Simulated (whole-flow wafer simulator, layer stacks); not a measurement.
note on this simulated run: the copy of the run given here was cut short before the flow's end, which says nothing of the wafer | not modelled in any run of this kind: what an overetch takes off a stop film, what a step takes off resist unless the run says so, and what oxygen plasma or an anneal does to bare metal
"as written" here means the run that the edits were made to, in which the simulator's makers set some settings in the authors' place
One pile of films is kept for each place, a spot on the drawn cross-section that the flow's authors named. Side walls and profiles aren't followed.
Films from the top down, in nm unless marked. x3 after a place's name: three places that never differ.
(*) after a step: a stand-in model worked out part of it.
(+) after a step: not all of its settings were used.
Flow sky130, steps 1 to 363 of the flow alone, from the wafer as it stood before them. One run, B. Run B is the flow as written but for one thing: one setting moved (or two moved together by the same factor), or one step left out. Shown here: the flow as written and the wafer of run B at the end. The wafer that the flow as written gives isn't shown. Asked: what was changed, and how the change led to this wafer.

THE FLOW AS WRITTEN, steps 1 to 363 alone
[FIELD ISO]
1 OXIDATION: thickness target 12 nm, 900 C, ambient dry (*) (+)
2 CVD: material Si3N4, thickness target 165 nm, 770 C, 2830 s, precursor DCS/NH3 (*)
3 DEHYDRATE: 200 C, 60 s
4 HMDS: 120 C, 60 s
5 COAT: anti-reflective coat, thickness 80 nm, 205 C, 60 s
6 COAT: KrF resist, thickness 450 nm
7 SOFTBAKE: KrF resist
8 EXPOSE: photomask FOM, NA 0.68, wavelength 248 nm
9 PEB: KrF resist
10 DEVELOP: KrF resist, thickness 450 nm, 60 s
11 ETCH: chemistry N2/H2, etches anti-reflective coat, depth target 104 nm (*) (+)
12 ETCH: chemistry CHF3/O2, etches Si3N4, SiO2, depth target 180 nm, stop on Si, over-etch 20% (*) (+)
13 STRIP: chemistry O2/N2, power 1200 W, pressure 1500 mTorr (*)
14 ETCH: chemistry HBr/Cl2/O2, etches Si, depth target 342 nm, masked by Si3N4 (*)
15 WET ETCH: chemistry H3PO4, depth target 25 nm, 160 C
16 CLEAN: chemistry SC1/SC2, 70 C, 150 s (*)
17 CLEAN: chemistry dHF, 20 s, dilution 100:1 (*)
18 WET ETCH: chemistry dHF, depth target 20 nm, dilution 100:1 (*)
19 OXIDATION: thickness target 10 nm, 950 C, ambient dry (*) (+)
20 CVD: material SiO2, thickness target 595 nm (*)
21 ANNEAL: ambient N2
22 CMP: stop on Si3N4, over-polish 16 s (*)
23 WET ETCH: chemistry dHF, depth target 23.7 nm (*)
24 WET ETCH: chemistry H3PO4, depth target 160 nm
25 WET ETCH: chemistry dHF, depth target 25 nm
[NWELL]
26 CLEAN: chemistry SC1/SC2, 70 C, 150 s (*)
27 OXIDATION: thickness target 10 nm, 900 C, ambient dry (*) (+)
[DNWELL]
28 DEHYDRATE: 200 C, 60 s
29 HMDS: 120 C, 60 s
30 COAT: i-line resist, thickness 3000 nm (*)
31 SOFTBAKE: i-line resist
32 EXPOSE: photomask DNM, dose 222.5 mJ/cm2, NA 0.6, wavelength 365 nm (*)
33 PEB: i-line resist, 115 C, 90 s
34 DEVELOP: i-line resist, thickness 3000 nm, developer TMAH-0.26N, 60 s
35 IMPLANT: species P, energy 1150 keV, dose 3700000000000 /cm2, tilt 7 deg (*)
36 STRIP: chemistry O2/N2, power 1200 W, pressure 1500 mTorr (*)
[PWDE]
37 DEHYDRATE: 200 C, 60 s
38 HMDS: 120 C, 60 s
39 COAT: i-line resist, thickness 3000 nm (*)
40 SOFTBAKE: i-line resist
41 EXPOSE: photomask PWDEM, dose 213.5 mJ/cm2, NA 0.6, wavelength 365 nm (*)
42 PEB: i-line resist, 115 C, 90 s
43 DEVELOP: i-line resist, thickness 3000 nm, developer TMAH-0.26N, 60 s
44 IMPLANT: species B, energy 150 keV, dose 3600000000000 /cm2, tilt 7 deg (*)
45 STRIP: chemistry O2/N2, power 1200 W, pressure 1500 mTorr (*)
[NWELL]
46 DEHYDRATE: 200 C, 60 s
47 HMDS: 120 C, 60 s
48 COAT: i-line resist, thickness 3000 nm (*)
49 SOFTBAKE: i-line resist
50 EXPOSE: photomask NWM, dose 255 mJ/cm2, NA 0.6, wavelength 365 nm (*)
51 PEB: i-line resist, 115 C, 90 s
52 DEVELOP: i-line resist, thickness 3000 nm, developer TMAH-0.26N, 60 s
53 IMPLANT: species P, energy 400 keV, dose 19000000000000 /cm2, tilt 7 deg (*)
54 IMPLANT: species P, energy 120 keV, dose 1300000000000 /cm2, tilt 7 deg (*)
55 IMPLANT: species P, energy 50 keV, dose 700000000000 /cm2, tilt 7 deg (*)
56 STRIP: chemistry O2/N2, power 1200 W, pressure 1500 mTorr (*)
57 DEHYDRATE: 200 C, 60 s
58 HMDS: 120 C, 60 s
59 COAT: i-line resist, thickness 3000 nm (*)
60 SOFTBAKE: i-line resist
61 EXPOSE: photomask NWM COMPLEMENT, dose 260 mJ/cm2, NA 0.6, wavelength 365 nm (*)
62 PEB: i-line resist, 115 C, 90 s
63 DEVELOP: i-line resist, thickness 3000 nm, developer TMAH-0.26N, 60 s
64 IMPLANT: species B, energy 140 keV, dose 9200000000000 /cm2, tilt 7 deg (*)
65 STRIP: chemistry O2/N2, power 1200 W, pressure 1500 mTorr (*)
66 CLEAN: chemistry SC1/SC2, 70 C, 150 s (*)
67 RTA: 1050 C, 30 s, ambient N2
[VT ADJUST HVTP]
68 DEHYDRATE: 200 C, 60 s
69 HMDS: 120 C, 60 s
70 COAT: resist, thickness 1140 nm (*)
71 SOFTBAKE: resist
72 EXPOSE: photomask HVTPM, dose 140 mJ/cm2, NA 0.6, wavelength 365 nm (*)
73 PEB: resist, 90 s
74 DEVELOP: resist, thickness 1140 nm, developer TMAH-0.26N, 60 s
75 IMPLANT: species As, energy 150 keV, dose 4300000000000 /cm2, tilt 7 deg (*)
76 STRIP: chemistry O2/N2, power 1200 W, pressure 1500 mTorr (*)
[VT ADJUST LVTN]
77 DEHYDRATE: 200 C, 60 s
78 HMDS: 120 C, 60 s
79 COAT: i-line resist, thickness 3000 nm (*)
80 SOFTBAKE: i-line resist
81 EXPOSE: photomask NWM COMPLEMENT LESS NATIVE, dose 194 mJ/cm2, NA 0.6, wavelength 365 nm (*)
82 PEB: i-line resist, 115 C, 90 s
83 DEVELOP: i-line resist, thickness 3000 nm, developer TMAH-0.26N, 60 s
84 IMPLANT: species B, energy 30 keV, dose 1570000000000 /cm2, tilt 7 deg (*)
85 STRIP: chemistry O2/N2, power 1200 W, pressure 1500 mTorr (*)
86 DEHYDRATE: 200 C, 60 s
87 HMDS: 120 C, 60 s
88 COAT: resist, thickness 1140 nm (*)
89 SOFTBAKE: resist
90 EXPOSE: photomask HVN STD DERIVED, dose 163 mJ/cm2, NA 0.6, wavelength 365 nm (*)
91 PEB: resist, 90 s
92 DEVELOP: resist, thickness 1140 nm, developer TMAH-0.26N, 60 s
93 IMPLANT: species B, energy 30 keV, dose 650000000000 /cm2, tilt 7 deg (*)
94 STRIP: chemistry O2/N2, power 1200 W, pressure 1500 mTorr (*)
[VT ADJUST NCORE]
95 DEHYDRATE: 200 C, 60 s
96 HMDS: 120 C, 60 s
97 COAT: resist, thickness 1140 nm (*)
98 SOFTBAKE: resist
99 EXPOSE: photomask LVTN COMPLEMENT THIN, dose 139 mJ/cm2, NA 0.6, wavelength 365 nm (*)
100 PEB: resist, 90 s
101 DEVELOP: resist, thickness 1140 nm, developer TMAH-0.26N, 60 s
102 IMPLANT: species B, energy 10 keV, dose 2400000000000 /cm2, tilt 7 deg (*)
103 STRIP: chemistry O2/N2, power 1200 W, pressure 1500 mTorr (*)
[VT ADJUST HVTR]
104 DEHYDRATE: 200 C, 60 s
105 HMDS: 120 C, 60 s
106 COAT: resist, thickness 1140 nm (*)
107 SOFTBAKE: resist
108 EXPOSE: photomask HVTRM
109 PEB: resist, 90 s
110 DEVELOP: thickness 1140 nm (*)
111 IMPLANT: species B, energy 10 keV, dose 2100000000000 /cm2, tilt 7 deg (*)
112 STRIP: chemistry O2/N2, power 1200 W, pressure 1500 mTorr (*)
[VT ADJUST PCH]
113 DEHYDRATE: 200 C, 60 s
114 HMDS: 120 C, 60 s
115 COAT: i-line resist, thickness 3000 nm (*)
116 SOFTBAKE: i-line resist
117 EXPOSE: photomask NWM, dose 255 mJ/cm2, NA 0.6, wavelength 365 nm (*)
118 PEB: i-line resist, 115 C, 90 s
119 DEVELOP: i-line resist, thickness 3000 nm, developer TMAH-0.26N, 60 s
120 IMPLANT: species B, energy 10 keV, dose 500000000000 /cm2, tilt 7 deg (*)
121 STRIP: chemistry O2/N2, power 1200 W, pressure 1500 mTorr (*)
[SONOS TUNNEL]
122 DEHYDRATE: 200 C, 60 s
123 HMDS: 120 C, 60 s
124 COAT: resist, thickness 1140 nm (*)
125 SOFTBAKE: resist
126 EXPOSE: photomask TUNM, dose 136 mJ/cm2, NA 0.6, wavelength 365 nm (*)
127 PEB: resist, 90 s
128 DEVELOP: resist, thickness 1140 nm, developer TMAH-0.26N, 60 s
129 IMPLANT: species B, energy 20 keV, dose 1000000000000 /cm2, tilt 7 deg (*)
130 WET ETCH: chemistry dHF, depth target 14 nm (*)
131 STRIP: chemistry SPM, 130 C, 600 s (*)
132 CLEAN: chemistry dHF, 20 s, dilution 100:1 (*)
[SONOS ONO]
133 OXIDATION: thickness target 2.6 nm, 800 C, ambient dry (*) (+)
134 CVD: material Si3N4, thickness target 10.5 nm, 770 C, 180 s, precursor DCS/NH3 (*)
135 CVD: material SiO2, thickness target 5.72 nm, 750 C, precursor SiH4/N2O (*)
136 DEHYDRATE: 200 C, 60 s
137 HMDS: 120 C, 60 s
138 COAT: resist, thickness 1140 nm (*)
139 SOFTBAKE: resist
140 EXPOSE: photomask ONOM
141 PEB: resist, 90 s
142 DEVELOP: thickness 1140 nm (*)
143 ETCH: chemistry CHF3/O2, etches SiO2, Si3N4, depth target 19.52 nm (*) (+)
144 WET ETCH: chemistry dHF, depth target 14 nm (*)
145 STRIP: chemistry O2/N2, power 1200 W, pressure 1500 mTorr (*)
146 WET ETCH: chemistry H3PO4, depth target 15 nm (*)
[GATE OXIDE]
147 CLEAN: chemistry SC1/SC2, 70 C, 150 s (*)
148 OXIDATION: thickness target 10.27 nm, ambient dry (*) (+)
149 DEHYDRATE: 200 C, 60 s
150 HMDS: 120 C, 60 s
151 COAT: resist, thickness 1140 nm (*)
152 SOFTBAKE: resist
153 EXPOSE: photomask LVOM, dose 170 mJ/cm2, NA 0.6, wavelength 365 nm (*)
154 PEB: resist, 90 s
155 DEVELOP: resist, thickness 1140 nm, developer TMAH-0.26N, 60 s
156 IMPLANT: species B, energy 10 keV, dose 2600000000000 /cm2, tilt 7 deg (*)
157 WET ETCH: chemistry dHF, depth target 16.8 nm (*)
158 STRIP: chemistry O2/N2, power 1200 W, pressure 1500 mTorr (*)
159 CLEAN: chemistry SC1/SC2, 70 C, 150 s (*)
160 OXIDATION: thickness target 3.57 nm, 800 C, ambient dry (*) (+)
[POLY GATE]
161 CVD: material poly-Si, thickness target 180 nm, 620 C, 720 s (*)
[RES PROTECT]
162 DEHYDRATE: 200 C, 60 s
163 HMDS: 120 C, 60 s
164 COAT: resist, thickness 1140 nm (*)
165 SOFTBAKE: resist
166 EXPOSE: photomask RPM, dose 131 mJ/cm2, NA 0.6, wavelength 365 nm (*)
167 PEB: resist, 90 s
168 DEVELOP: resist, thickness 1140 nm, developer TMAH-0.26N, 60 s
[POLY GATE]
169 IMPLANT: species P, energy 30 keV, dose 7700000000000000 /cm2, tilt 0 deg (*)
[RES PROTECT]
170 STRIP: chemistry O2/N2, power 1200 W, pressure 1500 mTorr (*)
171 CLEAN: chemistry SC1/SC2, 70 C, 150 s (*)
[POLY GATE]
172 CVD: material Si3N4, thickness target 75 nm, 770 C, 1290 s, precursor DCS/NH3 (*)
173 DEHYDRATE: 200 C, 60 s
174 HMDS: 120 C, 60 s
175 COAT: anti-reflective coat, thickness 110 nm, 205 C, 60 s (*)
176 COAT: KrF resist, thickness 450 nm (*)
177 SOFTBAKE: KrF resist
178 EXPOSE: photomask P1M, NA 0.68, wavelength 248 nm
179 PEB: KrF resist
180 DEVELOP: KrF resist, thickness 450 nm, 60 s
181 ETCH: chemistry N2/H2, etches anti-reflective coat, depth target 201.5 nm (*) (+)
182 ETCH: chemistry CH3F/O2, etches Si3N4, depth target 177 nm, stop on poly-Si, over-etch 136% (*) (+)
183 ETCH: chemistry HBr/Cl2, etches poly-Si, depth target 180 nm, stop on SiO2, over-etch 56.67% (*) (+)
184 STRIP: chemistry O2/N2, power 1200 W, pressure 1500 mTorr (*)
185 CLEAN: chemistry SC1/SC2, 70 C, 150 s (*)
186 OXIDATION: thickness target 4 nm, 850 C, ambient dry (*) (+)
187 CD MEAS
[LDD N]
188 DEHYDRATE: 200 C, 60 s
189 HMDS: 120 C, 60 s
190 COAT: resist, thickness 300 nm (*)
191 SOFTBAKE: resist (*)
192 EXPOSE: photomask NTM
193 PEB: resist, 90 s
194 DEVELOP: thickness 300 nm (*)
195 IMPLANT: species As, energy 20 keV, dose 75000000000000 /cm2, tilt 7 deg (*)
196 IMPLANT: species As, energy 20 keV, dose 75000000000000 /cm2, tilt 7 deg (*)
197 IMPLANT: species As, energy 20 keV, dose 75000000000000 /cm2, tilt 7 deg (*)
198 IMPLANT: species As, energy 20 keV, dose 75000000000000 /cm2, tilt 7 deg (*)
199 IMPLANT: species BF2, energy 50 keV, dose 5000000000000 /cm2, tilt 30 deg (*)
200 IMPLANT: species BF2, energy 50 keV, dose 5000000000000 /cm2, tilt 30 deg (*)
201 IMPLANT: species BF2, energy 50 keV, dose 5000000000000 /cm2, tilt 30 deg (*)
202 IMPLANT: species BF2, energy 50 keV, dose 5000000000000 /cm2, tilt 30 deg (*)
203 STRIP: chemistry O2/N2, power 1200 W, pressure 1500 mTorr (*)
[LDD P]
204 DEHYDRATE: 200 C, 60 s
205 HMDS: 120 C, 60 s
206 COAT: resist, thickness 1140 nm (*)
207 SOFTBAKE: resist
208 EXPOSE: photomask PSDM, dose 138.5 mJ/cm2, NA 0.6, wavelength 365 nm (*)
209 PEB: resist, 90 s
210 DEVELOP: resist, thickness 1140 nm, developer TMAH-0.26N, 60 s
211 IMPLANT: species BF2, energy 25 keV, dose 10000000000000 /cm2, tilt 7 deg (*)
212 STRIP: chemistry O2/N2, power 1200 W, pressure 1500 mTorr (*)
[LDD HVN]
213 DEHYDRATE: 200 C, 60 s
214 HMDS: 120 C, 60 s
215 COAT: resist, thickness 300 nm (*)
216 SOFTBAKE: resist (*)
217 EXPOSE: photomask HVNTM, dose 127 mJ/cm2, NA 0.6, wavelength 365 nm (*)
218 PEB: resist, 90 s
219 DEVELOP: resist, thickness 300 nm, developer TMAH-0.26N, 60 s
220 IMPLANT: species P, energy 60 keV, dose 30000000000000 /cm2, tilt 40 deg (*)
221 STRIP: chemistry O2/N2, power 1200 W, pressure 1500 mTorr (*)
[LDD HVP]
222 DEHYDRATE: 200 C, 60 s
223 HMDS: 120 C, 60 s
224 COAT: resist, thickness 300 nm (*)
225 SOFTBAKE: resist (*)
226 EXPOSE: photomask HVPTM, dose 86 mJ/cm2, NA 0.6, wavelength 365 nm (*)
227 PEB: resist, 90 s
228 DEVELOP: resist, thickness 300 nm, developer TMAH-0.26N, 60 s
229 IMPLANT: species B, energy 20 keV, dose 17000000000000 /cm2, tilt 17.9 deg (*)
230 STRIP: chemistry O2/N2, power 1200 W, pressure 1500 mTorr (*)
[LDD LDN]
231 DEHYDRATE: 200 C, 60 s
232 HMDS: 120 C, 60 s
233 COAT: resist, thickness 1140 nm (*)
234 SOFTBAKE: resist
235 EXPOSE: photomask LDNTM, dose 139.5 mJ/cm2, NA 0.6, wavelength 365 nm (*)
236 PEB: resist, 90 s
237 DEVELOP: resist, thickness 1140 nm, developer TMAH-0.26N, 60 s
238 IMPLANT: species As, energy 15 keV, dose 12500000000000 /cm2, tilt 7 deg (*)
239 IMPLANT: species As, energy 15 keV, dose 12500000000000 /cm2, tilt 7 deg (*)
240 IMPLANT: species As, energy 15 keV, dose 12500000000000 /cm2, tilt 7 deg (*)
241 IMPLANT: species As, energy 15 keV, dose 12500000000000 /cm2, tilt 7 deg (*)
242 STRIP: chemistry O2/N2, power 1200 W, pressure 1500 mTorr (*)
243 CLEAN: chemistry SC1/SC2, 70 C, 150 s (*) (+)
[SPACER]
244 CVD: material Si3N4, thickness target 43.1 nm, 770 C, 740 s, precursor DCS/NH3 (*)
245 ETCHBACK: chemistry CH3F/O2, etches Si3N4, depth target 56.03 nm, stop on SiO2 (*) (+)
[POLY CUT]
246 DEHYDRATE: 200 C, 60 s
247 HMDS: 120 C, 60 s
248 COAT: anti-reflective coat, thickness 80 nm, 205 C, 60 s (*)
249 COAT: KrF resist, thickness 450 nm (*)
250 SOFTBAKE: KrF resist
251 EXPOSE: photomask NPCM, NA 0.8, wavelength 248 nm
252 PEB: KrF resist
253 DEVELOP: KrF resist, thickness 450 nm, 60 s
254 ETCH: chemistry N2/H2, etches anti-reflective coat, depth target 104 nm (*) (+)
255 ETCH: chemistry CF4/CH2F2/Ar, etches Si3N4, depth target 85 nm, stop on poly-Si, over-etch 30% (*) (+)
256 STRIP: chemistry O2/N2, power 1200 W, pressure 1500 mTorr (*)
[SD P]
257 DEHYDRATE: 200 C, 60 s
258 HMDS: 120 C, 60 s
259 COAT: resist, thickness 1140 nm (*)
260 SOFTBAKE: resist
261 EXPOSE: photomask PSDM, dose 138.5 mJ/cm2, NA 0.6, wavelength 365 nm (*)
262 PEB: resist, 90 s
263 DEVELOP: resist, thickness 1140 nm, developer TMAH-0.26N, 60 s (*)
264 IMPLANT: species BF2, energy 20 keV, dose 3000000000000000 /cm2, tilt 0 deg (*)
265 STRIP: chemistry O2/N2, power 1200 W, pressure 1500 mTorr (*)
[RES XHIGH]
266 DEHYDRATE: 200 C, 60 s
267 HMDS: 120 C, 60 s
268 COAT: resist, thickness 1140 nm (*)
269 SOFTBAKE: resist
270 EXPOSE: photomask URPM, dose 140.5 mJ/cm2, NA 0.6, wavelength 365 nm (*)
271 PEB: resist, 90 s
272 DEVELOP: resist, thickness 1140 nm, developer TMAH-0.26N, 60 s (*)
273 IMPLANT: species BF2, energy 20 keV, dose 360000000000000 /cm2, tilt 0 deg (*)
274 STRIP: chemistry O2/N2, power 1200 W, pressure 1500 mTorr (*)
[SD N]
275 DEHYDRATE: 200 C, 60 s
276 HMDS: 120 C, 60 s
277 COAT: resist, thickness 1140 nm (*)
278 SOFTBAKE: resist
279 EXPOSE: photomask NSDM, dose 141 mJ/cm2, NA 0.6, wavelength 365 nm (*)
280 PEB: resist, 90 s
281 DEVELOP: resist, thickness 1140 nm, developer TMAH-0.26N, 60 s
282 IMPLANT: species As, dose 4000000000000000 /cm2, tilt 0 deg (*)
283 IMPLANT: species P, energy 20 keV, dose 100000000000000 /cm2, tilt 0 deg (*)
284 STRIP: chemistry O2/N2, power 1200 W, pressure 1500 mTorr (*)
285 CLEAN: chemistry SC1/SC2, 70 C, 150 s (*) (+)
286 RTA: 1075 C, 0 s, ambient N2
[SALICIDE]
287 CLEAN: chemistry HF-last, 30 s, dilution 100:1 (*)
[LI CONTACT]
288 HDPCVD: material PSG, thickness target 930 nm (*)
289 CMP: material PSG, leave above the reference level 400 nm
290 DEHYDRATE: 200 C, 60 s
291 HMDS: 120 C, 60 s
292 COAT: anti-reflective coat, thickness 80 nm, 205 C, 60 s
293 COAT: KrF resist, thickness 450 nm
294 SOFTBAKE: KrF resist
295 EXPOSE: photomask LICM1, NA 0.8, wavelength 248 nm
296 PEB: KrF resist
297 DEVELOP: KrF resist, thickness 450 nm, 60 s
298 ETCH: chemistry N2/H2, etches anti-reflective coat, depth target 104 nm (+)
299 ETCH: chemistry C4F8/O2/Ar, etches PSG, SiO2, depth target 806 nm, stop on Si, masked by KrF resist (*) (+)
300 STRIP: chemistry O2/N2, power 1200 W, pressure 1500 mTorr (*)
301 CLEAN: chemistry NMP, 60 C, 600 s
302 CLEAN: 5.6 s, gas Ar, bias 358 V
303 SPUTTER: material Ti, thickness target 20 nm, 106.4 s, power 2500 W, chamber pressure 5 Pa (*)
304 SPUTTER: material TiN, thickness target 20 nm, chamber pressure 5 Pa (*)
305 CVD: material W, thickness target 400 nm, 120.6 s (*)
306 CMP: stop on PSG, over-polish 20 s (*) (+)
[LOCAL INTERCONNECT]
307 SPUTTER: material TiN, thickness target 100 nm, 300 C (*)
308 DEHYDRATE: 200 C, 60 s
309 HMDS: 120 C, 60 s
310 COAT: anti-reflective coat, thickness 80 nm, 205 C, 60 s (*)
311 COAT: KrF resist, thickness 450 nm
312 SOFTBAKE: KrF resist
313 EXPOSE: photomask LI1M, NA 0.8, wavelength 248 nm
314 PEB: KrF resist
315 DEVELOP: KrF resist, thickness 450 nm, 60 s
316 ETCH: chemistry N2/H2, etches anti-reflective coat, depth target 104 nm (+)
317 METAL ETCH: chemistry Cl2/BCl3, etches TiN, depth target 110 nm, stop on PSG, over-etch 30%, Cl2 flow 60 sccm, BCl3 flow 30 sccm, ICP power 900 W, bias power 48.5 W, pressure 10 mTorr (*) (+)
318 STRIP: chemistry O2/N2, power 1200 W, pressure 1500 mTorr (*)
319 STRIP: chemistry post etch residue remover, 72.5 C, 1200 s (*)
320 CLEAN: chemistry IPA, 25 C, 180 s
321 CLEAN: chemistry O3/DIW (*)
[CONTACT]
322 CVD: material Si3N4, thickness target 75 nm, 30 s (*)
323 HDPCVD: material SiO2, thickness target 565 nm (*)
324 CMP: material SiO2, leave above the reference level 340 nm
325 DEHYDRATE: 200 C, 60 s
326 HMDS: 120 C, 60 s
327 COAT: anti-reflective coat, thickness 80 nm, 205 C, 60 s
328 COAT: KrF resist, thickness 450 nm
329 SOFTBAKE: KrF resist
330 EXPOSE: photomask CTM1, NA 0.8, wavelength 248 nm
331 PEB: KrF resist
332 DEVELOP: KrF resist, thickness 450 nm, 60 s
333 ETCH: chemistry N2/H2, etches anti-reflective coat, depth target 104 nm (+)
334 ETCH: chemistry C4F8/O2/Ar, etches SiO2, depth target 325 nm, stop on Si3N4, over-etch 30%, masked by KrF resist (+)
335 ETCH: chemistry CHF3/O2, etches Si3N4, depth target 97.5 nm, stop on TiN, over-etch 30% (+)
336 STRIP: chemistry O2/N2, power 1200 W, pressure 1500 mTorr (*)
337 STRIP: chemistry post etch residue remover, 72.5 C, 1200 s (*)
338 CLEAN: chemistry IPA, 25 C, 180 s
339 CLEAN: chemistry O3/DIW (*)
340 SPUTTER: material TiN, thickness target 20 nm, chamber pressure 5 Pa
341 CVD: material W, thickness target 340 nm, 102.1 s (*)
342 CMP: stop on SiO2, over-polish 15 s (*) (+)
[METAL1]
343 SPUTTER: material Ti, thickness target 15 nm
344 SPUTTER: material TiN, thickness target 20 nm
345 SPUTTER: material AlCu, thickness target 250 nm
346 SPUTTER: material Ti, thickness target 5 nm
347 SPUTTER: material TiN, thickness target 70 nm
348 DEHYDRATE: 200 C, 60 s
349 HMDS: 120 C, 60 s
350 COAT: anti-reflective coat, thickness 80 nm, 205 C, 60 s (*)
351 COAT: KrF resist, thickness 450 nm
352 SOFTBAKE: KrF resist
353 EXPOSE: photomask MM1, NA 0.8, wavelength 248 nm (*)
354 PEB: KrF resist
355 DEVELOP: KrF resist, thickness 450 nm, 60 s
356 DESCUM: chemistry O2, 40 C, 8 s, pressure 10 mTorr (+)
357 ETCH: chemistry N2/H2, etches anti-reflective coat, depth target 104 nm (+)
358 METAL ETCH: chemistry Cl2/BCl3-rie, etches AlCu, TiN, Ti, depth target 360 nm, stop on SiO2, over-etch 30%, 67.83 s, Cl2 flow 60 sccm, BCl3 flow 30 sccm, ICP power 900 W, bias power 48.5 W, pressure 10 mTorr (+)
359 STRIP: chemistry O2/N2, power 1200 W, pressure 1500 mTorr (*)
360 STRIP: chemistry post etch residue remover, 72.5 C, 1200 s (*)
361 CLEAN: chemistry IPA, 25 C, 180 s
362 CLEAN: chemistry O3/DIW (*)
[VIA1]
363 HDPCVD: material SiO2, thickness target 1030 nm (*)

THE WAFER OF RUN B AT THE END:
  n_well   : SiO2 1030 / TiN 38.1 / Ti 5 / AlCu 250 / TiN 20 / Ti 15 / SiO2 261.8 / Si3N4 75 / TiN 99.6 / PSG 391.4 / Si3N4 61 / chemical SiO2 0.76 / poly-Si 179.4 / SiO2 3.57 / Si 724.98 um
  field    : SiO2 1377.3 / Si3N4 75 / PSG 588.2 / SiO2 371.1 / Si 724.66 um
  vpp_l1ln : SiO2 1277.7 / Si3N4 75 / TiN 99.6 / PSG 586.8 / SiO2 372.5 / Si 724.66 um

The cause: step 347, SPUTTER: thickness target 38.5 nm was run, where the flow has thickness target 70 nm.

How the change led to this, step by step:
  347 SPUTTER: material TiN, thickness target 70 nm
      field, active, n_well and 188 more: TiN +38.5 (new film) (as written it would be: TiN +70 (new film))
  358 METAL ETCH: chemistry Cl2/BCl3-rie, etches AlCu, TiN, Ti, depth target 360 nm, stop on SiO2, over-etch 30%, 67.83 s, Cl2 flow 60 sccm, BCl3 flow 30 sccm, ICP power 900 W, bias power 48.5 W, pressure 10 mTorr (+)
      field, active, gate and 81 more: TiN -37.2 (all of it), Ti -5 (all of it), AlCu -250 (all of it), TiN -20 (all of it), Ti -15 (all of it), SiO2 -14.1 (as written it would be: TiN -68.7 (all of it), Ti -5 (all of it), AlCu -250 (all of it), TiN -20 (all of it), Ti -15 (all of it), SiO2 -10.9)
